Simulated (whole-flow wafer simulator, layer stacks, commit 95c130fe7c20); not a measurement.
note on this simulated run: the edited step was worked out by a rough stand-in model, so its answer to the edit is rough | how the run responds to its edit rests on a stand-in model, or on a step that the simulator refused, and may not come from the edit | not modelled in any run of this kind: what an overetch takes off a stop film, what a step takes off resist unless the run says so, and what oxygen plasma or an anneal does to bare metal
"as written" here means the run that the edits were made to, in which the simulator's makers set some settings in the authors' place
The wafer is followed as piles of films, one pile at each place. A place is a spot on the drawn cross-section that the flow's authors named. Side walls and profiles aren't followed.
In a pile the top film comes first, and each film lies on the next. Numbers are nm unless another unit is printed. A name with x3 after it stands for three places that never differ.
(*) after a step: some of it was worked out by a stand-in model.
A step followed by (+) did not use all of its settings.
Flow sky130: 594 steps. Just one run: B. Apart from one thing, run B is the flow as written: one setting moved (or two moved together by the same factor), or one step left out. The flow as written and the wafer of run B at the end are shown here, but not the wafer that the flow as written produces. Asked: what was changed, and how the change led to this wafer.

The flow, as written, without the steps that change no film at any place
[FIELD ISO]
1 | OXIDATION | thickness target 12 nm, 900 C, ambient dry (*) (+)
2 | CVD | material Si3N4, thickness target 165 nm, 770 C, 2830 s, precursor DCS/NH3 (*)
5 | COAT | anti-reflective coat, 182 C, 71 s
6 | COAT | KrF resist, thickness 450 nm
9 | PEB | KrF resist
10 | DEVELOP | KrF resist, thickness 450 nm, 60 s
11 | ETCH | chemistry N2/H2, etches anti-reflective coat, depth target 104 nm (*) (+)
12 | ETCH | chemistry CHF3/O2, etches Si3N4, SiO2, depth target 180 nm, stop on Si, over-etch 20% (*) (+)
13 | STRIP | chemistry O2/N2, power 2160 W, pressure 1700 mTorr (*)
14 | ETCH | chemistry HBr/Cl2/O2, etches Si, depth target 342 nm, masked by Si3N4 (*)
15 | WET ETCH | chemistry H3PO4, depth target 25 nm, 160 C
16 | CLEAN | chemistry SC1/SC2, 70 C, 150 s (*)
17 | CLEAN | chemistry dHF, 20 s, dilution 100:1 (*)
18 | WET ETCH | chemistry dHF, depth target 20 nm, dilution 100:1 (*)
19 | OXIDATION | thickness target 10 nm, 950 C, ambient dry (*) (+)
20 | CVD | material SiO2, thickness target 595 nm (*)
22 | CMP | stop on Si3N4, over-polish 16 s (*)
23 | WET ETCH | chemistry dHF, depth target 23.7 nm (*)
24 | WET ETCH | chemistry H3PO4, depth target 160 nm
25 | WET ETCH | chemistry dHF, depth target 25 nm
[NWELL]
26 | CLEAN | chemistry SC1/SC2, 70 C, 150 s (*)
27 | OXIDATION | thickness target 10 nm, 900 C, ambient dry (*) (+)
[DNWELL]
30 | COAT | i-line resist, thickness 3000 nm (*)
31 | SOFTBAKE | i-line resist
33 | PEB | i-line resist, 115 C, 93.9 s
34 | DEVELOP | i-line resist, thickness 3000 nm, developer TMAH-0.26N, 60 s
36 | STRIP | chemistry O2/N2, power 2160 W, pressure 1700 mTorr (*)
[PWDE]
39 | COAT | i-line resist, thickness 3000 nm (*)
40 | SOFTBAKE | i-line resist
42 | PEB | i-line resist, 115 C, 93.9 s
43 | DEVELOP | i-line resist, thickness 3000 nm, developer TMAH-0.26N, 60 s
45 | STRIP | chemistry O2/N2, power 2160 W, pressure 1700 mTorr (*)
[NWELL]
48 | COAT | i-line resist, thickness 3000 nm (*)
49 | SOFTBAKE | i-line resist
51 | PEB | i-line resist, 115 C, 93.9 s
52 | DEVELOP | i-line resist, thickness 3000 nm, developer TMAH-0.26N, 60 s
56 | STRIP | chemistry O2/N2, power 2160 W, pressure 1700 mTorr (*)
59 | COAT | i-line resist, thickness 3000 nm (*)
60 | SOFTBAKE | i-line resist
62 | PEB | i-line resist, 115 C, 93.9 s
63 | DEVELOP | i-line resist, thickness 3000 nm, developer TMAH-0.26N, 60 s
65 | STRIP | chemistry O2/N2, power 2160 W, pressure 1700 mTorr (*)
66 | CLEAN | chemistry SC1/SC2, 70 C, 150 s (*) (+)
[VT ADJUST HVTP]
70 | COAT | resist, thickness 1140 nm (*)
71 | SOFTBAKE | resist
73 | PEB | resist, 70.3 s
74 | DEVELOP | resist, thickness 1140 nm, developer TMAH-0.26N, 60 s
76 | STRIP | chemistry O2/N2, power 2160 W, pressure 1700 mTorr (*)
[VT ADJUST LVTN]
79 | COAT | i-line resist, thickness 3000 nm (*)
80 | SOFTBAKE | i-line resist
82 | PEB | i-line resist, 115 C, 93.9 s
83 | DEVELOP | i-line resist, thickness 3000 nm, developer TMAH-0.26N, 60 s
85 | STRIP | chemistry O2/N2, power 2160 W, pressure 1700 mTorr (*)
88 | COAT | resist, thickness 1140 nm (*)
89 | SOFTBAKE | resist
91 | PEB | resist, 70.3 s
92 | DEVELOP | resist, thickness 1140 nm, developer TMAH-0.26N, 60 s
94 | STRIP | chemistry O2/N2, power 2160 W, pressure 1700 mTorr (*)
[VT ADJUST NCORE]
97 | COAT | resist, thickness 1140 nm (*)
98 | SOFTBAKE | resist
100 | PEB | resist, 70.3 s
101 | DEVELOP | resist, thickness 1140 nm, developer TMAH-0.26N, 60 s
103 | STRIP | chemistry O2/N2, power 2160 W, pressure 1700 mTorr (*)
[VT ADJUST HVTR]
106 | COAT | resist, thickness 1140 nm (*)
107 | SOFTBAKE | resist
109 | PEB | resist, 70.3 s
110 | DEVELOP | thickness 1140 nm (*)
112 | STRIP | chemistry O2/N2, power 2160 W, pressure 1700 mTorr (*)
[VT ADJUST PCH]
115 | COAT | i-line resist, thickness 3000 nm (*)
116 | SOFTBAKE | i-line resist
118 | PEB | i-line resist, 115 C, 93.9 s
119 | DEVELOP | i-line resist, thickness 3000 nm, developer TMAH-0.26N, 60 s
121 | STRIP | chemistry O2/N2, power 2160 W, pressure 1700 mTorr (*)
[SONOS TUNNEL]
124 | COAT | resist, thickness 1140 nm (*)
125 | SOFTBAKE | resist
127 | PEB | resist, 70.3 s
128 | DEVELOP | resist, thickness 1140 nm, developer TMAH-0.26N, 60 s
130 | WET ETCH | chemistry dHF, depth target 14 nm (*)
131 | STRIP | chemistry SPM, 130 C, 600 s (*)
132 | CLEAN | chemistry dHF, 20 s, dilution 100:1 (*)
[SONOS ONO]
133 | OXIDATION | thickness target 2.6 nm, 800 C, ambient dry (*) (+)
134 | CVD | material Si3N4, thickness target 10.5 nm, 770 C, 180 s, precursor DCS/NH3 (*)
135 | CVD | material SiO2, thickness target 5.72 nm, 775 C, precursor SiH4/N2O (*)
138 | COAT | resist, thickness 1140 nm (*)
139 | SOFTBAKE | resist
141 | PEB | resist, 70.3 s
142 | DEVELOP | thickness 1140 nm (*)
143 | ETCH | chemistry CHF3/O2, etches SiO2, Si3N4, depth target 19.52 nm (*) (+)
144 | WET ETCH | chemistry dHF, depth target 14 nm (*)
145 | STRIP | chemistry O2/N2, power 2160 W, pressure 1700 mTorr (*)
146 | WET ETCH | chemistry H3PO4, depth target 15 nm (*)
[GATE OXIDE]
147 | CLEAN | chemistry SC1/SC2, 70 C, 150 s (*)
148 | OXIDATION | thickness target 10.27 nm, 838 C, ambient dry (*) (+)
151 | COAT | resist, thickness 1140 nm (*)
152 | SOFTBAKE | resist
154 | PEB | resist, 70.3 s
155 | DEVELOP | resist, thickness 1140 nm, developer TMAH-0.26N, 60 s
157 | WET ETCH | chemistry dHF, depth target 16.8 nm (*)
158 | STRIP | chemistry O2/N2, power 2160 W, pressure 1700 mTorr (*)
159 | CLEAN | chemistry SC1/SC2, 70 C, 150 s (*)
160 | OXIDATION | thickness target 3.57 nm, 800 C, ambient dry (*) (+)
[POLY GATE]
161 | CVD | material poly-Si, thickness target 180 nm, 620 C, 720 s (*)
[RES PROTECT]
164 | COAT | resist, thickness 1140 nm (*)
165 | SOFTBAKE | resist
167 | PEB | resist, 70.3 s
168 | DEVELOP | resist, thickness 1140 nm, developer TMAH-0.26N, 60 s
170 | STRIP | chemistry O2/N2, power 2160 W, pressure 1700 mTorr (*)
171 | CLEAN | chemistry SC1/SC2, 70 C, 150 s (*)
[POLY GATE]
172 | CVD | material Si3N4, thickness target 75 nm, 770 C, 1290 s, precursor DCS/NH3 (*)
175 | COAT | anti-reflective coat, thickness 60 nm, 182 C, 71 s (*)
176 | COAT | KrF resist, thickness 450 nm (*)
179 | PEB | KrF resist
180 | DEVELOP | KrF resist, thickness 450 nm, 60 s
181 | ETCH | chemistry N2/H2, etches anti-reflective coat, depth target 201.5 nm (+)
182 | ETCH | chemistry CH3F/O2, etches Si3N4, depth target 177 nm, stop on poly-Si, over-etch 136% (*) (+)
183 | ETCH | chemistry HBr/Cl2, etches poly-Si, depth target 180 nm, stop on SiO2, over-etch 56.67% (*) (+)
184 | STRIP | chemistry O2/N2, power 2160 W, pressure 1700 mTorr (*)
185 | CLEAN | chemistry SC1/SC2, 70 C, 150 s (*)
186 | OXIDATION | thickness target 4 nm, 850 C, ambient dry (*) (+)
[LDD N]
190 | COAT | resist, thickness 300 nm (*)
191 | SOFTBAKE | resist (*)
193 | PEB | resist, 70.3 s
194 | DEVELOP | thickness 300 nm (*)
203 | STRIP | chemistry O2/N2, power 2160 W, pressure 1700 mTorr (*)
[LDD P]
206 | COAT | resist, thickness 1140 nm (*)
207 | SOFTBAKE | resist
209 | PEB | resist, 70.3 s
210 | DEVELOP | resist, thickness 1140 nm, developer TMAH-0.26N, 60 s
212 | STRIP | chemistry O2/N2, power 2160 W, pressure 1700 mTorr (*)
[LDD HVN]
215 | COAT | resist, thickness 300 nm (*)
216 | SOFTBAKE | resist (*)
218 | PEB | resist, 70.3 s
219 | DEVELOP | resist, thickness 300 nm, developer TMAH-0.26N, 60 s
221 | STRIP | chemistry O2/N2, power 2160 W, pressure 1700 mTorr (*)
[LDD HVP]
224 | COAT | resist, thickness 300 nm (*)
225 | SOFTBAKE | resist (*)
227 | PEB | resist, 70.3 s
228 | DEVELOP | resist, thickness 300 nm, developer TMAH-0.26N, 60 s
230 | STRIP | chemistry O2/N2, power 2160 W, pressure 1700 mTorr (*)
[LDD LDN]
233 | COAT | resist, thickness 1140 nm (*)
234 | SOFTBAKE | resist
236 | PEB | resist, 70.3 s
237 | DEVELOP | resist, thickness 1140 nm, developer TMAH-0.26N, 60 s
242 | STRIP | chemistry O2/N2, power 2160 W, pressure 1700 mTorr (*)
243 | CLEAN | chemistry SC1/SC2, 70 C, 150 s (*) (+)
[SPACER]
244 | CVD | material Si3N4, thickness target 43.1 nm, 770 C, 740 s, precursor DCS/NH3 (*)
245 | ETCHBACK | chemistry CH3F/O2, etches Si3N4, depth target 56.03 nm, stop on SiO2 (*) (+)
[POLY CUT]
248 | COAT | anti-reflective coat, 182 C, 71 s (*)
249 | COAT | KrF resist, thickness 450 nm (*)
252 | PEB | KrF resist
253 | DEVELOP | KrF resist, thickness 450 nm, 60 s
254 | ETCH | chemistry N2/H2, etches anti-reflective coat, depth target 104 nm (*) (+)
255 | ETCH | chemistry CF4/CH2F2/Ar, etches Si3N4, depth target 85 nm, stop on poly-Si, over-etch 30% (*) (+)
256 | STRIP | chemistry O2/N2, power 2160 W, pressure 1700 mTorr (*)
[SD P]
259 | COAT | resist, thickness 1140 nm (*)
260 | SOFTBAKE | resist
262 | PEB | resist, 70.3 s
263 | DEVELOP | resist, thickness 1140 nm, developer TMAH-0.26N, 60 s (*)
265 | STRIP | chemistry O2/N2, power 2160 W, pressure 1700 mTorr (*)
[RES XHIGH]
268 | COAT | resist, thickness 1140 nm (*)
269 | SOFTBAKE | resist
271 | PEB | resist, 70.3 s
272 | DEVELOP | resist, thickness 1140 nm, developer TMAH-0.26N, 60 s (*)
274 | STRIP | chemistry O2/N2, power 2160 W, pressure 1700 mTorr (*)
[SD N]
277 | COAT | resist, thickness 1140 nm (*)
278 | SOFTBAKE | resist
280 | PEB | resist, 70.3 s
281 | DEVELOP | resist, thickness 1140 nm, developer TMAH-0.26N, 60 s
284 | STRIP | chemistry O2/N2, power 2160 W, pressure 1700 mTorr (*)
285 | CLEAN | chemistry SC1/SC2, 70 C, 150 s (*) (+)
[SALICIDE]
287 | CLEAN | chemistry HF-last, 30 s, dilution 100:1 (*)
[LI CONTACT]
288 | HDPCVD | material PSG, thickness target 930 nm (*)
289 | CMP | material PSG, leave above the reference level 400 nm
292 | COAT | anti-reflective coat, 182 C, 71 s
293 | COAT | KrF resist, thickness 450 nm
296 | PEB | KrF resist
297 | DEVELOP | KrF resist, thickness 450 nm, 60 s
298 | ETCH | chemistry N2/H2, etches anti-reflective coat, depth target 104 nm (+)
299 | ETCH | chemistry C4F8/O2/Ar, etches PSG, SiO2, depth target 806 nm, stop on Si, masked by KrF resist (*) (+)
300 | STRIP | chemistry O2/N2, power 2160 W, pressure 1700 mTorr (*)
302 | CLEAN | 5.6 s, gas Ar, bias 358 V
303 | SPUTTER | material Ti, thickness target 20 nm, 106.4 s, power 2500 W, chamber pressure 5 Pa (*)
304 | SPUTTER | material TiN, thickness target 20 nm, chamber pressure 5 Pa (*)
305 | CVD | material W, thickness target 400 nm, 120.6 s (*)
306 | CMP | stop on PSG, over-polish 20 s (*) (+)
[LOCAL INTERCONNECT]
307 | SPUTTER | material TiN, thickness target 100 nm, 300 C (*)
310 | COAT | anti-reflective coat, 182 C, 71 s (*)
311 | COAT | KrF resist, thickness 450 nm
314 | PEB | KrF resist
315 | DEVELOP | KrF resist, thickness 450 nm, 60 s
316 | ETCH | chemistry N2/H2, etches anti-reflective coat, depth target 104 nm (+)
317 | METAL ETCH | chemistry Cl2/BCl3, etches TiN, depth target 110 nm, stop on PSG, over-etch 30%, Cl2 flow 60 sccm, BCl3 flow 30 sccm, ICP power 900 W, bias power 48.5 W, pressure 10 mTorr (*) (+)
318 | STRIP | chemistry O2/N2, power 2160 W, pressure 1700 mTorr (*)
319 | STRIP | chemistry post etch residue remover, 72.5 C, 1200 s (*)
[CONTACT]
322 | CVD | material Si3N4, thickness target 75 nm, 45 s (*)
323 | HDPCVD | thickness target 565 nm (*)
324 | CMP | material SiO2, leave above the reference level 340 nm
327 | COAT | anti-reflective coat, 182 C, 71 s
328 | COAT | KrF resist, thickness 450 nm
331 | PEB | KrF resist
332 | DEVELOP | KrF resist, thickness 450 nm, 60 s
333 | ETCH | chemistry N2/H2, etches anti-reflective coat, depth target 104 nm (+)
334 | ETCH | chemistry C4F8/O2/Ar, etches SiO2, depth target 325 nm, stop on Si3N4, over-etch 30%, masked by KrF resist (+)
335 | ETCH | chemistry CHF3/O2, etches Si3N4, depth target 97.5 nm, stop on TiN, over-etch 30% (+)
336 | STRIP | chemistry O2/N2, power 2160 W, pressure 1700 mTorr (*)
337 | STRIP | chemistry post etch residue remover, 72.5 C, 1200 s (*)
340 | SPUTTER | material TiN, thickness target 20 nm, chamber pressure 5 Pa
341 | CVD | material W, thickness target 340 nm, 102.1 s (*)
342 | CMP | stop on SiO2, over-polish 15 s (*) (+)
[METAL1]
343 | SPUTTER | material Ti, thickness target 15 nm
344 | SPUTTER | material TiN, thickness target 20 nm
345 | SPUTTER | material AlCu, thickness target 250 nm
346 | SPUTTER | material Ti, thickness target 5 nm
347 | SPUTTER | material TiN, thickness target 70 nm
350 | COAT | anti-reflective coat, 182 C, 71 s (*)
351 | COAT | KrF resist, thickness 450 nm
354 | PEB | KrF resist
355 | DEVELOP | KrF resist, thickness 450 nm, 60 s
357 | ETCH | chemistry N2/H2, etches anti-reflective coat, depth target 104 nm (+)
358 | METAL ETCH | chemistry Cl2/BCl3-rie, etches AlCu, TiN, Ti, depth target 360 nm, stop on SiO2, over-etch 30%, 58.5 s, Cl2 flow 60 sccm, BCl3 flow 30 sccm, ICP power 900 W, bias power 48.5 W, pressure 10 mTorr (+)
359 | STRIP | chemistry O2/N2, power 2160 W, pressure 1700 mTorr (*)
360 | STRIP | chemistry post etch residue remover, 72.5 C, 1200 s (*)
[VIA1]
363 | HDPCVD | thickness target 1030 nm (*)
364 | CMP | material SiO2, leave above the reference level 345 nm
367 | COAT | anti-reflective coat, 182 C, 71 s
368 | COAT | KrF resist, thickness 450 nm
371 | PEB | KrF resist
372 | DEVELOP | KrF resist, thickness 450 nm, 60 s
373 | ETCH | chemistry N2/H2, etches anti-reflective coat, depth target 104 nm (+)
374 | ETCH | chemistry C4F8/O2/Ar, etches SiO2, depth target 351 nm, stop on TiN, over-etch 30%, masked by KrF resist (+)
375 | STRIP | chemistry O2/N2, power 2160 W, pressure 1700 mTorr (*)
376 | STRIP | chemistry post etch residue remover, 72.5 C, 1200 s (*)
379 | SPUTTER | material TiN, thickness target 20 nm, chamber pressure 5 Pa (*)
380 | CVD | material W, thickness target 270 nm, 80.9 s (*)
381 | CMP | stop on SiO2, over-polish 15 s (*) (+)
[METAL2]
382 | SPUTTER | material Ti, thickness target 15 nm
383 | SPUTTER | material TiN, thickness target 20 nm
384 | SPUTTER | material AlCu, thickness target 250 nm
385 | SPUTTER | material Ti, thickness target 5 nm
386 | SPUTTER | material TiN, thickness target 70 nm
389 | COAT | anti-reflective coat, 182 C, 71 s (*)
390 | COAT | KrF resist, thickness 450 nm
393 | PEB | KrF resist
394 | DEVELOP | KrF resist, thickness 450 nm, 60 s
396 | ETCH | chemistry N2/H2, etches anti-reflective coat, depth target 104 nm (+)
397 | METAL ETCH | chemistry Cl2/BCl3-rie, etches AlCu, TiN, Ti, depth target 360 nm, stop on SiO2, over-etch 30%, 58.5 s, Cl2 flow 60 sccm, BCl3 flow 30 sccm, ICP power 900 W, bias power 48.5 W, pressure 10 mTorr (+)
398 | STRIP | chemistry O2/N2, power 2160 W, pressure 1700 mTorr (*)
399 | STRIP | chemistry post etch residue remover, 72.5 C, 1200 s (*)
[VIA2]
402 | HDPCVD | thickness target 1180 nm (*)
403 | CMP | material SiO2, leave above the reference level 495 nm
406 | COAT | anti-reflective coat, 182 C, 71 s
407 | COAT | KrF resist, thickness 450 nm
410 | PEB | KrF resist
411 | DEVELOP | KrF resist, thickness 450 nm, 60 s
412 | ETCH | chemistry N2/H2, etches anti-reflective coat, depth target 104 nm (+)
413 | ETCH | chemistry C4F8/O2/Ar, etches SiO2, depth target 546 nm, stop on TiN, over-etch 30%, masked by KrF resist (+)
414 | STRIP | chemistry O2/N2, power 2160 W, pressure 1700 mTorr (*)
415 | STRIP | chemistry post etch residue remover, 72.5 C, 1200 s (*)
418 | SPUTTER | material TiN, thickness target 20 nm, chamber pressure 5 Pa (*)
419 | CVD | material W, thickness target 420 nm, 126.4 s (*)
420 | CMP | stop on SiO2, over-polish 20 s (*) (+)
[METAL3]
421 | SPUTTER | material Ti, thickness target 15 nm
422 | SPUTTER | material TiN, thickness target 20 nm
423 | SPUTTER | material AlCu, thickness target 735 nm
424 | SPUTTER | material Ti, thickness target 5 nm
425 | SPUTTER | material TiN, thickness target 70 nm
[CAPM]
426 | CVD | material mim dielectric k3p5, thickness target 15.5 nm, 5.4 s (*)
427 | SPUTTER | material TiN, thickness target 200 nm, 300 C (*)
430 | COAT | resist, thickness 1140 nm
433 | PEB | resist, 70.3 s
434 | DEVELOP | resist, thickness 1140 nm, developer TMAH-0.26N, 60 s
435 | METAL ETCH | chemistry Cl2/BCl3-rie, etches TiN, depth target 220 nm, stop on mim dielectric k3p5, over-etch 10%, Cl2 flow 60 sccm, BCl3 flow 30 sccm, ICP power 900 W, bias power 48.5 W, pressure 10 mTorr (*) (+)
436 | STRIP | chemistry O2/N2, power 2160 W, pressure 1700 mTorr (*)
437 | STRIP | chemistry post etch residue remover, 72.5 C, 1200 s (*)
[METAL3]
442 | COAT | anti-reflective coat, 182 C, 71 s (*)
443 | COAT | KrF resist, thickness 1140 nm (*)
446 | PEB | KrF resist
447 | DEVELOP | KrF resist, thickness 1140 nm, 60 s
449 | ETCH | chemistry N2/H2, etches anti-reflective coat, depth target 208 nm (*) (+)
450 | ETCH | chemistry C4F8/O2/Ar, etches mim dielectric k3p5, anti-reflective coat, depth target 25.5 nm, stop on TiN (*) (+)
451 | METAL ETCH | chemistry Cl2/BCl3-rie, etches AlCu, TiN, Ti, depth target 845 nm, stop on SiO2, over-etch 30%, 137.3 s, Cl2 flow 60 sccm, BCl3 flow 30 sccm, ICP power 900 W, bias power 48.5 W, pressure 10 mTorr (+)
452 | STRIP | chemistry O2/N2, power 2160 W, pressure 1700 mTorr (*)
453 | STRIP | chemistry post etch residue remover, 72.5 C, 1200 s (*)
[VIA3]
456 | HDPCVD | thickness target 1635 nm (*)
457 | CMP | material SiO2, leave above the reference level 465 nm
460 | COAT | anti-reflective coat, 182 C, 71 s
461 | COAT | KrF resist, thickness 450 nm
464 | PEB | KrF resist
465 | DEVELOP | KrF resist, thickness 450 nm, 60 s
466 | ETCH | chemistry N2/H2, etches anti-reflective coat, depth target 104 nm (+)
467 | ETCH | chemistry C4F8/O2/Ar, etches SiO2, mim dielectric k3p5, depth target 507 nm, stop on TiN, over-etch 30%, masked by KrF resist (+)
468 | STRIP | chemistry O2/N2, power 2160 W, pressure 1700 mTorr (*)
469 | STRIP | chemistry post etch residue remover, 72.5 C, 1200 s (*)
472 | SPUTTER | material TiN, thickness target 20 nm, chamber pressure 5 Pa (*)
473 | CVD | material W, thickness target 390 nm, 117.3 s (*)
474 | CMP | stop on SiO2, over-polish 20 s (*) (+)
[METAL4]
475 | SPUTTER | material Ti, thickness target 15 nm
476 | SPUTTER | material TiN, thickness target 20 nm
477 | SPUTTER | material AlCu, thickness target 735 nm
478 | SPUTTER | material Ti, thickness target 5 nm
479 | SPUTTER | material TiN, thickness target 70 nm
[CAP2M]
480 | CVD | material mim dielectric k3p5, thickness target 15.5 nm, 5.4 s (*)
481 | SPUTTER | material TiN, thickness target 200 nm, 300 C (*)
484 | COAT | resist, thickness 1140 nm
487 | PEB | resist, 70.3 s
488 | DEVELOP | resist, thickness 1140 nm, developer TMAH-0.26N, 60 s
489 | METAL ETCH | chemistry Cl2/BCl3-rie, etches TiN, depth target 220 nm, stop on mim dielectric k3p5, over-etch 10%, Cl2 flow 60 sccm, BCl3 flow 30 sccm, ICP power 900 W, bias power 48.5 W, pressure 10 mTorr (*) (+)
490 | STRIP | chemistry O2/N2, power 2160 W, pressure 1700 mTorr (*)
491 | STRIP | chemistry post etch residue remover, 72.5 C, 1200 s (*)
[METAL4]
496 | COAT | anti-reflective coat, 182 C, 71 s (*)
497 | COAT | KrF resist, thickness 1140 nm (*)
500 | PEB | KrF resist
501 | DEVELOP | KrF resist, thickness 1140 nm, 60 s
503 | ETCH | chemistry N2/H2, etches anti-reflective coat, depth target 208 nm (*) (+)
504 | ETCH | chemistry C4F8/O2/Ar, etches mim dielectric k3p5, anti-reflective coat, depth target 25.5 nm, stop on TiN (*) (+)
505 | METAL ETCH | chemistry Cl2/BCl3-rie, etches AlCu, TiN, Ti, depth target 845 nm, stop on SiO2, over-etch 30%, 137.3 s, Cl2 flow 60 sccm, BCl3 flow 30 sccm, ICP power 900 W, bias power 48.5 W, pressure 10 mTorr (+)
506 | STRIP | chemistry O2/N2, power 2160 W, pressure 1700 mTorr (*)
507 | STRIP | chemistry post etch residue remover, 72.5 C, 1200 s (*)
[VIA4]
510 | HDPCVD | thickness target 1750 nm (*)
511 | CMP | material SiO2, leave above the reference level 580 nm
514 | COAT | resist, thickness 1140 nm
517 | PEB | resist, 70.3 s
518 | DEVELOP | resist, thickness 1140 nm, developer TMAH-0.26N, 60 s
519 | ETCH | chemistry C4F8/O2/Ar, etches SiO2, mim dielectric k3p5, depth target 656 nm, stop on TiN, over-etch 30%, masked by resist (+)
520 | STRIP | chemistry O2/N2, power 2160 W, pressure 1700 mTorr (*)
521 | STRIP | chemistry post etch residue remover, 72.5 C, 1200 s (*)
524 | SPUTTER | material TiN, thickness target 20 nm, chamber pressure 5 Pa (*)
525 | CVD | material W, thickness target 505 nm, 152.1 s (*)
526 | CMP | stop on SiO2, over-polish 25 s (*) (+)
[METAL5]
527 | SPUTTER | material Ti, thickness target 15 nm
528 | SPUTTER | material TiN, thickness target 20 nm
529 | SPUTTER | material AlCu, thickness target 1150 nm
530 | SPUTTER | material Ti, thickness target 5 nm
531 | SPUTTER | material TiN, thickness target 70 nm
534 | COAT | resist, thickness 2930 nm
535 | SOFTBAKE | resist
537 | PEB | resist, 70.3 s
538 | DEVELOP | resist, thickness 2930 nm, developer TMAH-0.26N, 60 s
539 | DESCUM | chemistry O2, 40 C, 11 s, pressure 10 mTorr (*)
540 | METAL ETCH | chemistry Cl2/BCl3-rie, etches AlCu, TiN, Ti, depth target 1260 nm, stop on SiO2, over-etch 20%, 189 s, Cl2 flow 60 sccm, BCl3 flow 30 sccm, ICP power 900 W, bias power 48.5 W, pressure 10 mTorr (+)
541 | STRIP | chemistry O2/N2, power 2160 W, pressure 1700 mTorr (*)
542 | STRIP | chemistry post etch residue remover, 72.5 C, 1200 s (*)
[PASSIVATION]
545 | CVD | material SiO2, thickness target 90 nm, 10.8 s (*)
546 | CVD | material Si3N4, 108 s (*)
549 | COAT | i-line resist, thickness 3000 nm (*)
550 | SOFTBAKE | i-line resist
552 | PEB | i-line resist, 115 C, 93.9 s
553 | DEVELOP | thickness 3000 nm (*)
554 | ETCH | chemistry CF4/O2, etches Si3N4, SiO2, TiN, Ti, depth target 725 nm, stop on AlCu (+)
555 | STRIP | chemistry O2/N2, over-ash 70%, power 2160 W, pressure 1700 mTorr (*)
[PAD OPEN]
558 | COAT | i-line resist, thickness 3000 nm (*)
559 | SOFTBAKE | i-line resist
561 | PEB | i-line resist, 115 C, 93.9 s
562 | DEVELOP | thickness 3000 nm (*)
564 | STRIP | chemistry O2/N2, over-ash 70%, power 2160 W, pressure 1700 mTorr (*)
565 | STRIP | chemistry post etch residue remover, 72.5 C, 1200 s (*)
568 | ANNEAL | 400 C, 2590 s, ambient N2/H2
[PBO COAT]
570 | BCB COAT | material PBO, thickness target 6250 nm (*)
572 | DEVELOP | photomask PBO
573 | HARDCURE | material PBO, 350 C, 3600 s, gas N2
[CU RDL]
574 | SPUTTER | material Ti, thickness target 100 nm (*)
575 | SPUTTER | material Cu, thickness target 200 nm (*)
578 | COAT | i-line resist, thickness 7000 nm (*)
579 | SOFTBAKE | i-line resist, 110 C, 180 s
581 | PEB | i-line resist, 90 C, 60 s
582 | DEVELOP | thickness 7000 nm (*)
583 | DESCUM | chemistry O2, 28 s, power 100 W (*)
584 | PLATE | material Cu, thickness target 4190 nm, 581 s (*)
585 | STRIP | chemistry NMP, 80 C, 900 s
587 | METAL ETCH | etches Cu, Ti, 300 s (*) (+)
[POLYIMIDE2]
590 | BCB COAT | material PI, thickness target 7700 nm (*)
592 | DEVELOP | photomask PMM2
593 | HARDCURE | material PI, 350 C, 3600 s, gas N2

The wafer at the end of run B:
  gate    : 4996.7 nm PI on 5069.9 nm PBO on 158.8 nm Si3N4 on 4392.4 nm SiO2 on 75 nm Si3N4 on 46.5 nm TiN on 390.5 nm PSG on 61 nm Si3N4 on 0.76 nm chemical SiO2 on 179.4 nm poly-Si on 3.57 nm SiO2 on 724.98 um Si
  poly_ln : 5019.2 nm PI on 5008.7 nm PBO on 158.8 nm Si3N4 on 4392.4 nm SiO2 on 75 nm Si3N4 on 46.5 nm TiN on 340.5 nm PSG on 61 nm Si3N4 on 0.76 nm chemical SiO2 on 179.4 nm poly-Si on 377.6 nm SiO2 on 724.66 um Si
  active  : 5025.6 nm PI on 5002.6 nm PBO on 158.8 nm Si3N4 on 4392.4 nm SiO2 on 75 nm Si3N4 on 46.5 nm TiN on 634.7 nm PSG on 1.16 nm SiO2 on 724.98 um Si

Cause: step 317, METAL ETCH: depth target 51.7 nm was run, though the flow has depth target 110 nm.

How this came from the change, step by step:
  317 | METAL ETCH | chemistry Cl2/BCl3, etches TiN, depth target 110 nm, stop on PSG, over-etch 30%, Cl2 flow 60 sccm, BCl3 flow 30 sccm, ICP power 900 W, bias power 48.5 W, pressure 10 mTorr (*) (+)
      field, active, gate and 88 more: -51.7 TiN (in the flow as written it would be: -98.7 TiN (all of it))
      n_well, p_well, gate_hv and 97 more: -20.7 KrF resist (in the flow as written it would be: -44 KrF resist)
  318 | STRIP | chemistry O2/N2, power 2160 W, pressure 1700 mTorr (*)
      n_well, p_well, gate_hv and 88 more: -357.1 KrF resist (all of it), -80 anti-reflective coat (all of it) (in the flow as written it would be: -333.8 KrF resist (all of it), -80 anti-reflective coat (all of it))
      drift_dnw, nw_fld, nw_fld__w1, ndiff_licon_rim, pnp_par_nw: -357.2 KrF resist (all of it), -80 anti-reflective coat (all of it) (in the flow as written it would be: -333.8 KrF resist (all of it), -80 anti-reflective coat (all of it))
      (and at 4 other places as well)
  324 | CMP | material SiO2, leave above the reference level 340 nm
      field, active, gate and 88 more: -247 SiO2 (in the flow as written it would be: -200.4 SiO2)
If metal films that touch count as one body, gate has 1 body; the flow as written gives 0 bodies.
If metal films that touch count as one body, poly_ln has 1 body; the flow as written gives 0 bodies.
If metal films that touch count as one body, active has 1 body; the flow as written gives 0 bodies.
